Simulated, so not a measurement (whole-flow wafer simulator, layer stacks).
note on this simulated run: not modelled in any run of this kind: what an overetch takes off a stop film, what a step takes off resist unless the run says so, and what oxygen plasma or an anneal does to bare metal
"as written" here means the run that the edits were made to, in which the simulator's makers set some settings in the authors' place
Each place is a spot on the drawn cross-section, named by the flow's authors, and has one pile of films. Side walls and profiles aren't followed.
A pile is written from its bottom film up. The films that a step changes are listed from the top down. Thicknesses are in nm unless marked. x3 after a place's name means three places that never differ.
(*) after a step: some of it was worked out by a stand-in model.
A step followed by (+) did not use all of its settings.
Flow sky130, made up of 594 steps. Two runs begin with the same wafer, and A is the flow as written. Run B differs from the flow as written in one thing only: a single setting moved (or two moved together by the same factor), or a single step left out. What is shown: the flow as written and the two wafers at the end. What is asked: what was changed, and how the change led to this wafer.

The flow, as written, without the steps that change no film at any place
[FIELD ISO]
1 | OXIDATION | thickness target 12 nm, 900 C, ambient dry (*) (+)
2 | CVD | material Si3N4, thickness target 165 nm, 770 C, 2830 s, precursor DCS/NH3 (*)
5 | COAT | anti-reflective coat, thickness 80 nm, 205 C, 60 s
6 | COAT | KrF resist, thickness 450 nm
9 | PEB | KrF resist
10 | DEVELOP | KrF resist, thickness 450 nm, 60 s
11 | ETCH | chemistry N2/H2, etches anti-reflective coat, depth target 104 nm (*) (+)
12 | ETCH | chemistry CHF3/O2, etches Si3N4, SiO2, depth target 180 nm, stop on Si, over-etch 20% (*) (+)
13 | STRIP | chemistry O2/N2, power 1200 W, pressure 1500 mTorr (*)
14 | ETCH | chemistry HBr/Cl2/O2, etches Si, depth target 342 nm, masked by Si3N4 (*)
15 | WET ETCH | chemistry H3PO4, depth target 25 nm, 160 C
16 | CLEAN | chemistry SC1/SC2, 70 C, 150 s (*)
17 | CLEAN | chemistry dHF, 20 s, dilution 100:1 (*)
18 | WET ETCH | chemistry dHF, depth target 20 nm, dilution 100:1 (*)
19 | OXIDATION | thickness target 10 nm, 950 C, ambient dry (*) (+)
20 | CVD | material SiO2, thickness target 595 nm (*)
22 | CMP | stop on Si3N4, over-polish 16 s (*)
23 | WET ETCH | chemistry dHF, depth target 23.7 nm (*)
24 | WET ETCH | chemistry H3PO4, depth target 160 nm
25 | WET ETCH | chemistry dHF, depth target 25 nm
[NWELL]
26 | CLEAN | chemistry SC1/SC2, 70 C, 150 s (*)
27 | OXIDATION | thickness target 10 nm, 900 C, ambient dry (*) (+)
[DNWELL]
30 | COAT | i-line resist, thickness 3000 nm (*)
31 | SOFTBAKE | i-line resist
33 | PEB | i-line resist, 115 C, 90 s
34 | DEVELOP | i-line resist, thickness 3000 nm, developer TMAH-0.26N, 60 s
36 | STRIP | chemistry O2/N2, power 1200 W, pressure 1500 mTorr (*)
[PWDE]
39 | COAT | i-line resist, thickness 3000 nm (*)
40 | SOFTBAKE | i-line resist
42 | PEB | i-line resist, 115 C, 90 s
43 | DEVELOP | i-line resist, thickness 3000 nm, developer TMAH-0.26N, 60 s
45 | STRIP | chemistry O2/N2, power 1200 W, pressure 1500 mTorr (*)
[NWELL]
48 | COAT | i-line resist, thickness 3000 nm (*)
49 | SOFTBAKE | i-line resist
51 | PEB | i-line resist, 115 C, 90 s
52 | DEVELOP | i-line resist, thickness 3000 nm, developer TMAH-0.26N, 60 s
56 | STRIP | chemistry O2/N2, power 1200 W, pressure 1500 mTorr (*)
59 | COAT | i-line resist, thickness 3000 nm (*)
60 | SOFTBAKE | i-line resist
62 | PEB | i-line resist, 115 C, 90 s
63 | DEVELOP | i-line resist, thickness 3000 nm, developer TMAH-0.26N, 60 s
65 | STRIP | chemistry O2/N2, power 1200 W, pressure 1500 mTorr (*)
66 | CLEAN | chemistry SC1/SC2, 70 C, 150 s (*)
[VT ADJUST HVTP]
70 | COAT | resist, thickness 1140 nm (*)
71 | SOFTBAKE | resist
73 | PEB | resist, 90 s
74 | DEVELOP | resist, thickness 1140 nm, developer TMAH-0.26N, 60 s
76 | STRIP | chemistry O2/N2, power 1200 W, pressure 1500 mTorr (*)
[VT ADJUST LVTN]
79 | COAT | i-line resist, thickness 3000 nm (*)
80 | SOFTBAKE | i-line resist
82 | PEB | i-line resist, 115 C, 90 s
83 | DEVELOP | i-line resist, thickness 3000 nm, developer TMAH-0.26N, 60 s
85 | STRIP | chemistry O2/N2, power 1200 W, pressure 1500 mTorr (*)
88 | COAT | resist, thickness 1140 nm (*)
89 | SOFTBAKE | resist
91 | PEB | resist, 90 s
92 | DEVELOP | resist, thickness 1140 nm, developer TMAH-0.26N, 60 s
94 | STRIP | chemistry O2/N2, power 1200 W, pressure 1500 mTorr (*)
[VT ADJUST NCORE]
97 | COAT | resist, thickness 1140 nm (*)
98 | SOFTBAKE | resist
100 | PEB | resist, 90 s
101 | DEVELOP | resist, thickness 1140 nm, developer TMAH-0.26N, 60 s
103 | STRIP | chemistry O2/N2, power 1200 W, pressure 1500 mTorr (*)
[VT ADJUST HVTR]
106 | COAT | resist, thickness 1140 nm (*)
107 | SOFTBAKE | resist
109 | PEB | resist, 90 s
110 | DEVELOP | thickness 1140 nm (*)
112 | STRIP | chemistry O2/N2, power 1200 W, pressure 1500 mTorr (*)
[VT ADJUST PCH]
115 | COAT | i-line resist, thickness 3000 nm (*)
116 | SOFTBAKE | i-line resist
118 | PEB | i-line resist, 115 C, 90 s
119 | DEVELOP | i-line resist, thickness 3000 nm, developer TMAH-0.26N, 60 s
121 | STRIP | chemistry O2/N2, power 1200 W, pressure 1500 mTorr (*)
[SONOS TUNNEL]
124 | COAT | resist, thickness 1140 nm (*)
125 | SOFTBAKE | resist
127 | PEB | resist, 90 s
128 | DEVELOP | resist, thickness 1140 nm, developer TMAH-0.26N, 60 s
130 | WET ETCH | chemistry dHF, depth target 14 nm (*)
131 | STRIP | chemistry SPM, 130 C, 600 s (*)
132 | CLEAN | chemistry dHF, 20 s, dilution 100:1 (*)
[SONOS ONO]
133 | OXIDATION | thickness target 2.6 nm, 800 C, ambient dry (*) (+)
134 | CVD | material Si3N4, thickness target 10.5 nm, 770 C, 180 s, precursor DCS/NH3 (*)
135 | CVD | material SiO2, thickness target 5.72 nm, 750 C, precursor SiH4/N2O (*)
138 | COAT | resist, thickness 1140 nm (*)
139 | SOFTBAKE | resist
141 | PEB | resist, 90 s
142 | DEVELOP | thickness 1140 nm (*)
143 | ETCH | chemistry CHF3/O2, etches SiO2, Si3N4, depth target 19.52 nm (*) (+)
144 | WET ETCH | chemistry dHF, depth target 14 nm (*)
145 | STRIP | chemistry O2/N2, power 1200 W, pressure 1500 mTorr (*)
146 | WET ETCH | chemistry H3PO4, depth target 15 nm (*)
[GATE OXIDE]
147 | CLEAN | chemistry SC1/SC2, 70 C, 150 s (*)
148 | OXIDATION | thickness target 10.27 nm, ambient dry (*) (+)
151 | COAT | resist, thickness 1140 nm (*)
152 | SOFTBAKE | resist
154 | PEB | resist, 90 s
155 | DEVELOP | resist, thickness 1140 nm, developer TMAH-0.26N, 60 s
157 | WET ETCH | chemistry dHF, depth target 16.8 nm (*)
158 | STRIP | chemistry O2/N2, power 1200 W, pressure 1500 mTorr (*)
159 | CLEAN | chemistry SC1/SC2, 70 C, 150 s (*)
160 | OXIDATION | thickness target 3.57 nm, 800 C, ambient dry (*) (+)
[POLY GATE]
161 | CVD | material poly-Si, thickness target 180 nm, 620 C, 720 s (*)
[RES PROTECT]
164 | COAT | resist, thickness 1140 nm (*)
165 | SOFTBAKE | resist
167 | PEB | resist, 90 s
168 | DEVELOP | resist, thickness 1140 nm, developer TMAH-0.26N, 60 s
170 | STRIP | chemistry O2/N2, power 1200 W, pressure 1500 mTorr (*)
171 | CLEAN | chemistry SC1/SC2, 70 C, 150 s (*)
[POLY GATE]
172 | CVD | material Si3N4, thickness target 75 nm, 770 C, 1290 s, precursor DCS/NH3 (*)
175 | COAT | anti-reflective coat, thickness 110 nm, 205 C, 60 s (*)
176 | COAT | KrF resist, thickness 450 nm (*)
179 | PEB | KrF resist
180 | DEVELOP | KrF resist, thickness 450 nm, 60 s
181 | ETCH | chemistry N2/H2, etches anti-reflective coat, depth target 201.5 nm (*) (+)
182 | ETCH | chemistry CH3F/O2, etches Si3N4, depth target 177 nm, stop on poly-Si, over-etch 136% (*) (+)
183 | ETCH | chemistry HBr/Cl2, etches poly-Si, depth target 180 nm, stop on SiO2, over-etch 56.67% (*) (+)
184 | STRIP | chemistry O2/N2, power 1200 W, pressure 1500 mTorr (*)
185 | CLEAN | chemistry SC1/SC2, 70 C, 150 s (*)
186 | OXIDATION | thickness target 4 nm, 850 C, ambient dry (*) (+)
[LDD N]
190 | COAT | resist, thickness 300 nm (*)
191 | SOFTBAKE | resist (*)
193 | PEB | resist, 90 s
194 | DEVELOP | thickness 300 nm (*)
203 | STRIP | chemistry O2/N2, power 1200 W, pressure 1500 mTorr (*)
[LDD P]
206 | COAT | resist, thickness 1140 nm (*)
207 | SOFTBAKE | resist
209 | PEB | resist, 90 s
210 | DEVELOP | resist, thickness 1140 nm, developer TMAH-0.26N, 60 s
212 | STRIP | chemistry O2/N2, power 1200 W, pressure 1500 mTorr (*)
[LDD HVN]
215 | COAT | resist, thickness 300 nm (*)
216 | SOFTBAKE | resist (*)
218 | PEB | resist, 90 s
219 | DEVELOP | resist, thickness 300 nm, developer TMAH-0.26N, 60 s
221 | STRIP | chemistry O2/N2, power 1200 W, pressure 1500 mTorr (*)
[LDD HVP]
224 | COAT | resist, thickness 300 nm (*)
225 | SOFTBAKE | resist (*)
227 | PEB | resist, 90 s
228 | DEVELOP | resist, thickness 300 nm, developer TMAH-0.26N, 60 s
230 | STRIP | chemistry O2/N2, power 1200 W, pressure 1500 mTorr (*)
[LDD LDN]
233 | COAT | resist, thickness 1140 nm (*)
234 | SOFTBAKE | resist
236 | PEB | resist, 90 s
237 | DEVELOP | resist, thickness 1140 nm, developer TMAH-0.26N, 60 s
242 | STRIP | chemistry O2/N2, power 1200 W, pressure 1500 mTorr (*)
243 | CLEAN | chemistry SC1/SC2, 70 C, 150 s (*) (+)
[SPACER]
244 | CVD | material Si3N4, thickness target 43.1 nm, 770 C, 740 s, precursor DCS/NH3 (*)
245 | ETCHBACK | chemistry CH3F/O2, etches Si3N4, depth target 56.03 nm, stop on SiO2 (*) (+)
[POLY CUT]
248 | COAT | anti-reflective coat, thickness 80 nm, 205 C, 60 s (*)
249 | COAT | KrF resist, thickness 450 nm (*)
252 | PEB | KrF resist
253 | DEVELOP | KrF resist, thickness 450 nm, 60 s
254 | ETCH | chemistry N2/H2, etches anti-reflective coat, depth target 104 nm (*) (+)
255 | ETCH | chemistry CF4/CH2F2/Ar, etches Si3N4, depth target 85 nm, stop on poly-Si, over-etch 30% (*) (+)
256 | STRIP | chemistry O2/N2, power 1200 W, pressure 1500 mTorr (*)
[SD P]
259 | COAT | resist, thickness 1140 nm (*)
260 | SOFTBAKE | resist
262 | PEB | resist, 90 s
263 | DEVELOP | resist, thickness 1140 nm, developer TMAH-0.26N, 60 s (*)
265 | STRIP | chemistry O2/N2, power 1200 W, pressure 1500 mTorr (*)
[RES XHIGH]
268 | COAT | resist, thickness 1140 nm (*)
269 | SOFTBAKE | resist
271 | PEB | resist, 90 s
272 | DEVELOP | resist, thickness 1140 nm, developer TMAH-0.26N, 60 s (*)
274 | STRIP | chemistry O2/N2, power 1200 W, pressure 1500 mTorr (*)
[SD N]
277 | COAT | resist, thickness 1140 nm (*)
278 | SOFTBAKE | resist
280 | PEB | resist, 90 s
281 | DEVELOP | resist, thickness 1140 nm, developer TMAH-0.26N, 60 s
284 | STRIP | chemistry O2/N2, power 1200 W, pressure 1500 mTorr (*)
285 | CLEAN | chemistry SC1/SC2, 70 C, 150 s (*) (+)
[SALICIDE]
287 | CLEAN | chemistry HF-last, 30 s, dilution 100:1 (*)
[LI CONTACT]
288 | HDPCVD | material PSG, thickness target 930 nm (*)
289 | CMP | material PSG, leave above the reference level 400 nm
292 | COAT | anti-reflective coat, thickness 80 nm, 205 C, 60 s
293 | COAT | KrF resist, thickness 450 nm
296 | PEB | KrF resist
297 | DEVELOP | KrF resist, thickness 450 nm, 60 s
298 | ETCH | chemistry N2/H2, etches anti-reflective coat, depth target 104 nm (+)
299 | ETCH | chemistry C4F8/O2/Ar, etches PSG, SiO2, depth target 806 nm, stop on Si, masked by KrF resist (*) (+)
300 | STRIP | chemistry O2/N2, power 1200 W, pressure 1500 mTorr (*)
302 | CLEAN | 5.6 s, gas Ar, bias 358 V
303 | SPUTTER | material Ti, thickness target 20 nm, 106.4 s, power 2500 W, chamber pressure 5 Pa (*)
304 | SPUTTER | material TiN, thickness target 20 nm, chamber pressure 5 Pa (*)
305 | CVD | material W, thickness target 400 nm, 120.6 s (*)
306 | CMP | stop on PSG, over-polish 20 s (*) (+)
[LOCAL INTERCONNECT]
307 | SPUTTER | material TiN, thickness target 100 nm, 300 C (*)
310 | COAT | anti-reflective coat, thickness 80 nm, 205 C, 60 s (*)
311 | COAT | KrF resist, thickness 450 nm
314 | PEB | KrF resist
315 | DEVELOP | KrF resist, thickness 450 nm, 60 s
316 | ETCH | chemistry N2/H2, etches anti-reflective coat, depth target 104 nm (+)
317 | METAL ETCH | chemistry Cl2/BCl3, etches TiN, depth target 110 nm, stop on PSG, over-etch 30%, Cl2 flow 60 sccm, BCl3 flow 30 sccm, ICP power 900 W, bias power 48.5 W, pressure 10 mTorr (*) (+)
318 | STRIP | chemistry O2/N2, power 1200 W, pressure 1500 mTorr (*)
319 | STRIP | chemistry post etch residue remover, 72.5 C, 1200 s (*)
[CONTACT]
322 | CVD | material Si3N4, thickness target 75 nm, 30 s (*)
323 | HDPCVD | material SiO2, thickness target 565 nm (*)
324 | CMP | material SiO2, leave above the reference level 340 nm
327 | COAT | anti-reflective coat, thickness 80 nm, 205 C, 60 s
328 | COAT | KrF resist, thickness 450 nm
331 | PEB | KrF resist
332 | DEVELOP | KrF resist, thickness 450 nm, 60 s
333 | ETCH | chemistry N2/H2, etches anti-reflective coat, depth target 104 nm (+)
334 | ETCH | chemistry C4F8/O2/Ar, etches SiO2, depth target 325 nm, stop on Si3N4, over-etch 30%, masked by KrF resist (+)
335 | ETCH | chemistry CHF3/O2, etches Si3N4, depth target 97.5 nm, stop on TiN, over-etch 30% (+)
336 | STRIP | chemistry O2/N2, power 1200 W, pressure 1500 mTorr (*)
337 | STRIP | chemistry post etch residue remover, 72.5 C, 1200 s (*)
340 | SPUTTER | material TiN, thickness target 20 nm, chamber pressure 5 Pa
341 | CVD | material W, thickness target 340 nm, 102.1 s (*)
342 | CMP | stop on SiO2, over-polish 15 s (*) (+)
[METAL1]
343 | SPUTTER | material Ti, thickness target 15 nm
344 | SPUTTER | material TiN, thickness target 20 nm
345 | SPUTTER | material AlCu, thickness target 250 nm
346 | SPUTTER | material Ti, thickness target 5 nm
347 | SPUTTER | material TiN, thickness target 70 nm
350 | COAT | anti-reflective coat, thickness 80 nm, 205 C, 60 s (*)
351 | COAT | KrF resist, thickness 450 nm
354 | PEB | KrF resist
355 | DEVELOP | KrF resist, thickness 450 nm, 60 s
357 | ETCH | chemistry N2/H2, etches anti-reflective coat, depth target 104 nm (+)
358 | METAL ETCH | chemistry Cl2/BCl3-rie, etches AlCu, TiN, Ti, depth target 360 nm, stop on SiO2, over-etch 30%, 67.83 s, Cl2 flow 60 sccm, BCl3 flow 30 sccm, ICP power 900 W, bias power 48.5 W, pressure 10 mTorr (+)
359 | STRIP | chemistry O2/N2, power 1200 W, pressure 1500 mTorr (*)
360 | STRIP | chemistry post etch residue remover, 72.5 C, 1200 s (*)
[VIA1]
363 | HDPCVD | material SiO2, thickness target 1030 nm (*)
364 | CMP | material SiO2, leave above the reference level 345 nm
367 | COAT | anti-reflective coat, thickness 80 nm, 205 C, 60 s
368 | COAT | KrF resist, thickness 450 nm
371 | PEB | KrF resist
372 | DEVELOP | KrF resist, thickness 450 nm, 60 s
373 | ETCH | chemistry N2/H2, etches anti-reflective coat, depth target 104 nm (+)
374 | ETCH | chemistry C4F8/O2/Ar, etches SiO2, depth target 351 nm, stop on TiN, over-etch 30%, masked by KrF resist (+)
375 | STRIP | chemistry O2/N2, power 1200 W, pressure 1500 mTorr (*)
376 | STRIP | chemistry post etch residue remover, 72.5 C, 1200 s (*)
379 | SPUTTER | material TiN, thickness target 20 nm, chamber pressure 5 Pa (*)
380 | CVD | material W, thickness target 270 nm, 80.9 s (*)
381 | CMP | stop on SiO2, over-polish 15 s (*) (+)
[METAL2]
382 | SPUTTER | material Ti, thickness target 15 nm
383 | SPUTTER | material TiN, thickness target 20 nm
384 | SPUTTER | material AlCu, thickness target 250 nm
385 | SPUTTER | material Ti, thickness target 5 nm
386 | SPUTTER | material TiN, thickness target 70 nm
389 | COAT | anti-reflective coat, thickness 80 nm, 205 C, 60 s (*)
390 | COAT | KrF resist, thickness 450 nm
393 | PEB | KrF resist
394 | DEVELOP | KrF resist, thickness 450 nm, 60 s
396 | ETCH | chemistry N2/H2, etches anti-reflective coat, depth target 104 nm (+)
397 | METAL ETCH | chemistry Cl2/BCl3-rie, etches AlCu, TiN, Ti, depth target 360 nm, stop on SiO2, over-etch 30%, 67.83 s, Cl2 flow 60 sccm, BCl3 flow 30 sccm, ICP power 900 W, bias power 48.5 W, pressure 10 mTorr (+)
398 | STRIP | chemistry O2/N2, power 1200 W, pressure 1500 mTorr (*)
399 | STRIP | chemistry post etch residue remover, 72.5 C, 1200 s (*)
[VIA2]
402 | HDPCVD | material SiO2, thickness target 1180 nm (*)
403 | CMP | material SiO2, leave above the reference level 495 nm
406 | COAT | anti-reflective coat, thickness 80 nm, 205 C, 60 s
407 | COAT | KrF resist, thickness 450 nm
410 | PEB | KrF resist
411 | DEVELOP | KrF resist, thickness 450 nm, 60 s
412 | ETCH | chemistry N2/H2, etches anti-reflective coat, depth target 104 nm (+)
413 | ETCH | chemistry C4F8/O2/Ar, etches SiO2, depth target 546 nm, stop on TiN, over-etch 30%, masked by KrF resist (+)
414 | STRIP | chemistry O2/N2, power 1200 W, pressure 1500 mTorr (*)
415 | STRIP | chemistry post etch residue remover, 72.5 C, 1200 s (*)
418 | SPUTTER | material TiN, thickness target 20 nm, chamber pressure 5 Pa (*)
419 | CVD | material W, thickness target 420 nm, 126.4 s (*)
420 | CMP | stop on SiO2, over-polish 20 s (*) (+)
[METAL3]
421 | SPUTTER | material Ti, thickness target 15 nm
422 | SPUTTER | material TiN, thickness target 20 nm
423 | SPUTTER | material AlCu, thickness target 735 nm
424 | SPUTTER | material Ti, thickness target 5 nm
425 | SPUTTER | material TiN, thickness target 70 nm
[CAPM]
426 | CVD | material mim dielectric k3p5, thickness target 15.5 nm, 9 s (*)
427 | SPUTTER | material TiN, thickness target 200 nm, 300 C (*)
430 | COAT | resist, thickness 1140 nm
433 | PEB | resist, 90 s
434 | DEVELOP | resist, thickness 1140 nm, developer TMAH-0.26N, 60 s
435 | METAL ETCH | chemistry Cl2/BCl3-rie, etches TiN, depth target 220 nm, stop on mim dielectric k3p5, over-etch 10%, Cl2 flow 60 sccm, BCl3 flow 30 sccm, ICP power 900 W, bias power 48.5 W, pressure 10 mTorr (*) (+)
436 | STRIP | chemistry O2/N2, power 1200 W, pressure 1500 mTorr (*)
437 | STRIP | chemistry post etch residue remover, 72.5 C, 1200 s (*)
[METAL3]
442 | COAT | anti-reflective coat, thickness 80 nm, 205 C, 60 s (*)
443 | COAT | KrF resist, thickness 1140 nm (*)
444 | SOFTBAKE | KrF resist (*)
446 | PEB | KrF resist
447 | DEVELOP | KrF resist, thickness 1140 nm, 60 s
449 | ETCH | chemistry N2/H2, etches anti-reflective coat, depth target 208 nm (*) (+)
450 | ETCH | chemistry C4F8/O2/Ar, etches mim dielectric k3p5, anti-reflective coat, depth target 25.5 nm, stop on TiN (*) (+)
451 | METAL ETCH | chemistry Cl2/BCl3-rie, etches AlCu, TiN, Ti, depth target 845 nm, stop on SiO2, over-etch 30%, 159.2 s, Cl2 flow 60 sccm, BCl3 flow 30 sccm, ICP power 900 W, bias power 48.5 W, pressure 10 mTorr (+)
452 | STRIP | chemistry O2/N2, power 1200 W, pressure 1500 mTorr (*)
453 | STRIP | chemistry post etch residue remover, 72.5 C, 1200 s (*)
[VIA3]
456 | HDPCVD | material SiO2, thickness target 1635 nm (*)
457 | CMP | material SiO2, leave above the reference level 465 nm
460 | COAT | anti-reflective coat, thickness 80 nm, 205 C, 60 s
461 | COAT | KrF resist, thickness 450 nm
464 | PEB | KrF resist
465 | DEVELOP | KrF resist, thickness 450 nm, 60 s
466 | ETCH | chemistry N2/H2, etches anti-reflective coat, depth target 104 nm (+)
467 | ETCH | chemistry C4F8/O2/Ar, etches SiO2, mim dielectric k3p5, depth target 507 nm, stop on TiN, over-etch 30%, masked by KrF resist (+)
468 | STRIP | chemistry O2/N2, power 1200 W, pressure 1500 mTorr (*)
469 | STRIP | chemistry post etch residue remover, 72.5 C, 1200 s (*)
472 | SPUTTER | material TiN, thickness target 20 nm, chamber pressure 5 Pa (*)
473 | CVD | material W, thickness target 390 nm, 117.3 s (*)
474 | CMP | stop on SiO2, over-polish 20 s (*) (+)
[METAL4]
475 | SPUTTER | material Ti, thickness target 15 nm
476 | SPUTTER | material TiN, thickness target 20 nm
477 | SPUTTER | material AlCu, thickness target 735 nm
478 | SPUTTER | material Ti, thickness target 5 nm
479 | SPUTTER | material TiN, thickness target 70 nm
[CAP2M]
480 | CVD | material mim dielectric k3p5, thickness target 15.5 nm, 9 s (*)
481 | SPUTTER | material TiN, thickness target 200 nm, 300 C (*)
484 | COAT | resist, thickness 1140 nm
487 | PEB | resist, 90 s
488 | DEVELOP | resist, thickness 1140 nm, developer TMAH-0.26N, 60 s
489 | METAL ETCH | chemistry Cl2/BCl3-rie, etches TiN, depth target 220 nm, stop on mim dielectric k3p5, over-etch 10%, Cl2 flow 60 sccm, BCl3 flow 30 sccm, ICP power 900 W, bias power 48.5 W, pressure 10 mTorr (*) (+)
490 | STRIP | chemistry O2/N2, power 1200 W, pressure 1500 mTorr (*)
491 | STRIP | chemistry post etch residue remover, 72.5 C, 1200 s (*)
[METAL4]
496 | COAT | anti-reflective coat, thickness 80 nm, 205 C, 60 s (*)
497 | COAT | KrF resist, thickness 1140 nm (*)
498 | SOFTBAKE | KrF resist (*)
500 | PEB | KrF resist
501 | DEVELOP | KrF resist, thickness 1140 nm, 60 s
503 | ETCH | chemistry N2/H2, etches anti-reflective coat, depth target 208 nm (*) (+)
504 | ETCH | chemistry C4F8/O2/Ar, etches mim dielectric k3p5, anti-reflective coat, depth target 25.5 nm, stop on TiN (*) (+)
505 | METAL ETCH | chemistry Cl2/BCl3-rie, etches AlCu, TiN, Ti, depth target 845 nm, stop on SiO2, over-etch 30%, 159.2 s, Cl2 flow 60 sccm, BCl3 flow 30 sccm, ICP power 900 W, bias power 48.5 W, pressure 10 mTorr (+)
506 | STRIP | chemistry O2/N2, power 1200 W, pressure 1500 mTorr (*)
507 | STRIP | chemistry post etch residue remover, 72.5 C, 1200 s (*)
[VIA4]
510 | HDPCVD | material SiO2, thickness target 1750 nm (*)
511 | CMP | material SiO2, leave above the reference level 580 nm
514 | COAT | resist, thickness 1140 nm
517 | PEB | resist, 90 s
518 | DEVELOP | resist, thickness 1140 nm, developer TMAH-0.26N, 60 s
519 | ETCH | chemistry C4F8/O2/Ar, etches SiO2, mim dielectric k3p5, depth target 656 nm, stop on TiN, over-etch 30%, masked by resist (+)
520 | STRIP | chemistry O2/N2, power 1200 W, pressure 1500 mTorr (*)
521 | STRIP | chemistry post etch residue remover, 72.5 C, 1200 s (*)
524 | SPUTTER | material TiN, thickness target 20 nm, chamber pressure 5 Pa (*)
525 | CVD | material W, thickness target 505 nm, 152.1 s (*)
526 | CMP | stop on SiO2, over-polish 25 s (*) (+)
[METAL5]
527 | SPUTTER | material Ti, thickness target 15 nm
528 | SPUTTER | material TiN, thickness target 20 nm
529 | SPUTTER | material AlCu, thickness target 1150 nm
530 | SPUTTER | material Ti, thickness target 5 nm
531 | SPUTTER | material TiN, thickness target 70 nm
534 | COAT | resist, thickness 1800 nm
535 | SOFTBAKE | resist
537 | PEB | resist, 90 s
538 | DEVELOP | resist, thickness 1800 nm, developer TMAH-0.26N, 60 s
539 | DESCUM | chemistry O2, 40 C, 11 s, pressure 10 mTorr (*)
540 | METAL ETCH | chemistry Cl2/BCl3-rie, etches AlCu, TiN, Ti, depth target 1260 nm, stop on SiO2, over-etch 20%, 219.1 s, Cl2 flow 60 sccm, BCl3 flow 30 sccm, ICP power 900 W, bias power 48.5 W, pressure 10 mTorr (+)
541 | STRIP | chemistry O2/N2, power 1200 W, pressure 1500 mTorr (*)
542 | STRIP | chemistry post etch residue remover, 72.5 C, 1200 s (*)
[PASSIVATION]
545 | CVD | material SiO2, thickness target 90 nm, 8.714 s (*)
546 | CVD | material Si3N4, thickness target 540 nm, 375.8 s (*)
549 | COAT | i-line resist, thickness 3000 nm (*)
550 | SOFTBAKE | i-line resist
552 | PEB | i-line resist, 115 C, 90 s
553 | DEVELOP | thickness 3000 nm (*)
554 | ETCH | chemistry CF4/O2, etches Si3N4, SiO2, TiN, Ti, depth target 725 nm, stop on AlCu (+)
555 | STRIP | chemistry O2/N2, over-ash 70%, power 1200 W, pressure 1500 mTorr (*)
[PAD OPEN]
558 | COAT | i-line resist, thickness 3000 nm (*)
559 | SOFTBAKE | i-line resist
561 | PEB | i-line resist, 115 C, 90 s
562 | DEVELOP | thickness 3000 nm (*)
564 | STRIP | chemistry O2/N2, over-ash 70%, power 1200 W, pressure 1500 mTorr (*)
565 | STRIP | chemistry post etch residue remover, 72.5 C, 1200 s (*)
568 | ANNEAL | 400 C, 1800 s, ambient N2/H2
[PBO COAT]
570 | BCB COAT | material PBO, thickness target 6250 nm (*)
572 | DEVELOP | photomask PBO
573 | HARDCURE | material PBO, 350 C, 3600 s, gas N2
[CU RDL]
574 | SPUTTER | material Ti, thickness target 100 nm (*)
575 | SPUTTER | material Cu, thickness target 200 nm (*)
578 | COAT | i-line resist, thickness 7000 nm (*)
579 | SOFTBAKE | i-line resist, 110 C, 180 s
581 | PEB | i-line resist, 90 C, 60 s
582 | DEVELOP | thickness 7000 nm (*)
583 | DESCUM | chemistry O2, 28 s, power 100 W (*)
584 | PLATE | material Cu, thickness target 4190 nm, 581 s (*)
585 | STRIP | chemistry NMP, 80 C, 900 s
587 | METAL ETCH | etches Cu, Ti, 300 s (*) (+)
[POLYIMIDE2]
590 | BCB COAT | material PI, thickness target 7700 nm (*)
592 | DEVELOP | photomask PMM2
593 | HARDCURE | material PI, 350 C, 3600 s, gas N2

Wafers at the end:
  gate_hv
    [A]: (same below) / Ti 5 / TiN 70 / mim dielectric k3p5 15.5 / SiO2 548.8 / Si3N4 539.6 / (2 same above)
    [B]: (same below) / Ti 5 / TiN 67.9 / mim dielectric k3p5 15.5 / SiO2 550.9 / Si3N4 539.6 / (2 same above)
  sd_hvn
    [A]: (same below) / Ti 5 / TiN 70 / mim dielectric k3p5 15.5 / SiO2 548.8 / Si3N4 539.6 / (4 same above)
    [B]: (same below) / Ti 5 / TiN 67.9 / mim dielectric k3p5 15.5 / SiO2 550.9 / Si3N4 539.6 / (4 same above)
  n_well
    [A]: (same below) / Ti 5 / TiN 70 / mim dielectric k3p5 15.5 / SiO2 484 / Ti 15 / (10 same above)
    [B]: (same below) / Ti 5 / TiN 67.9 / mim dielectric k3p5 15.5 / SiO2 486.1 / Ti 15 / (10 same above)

The reason: step 479, SPUTTER: thickness target 67.9 nm was run, whereas the flow has thickness target 70 nm.
The wafer itself shows it: gate_hv has TiN 67.9, and step 479 as written asks for 70 nm.

How this came from the change, step by step:
  479 | SPUTTER | material TiN, thickness target 70 nm
      field, active, n_well and 189 more: A TiN gains 70 (new film) | B TiN gains 67.9 (new film)
  505 | METAL ETCH | chemistry Cl2/BCl3-rie, etches AlCu, TiN, Ti, depth target 845 nm, stop on SiO2, over-etch 30%, 159.2 s, Cl2 flow 60 sccm, BCl3 flow 30 sccm, ICP power 900 W, bias power 48.5 W, pressure 10 mTorr (+)
      field, active, gate and 70 more: A TiN loses 70 (all of it), Ti loses 5 (all of it), AlCu loses 735 (all of it), TiN loses 20 (all of it), Ti loses 15 (all of it), SiO2 loses 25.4 | B TiN loses 67.9 (all of it), Ti loses 5 (all of it), AlCu loses 735 (all of it), TiN loses 20 (all of it), Ti loses 15 (all of it), SiO2 loses 25.6
      vpp_iso1, mim_edge_plate, m1_ln and 12 more: A TiN loses 70 (all of it), Ti loses 5 (all of it), AlCu loses 735 (all of it), TiN loses 20 (all of it), Ti loses 15 (all of it), SiO2 loses 25.3 | B TiN loses 67.9 (all of it), Ti loses 5 (all of it), AlCu loses 735 (all of it), TiN loses 20 (all of it), Ti loses 15 (all of it), SiO2 loses 25.6
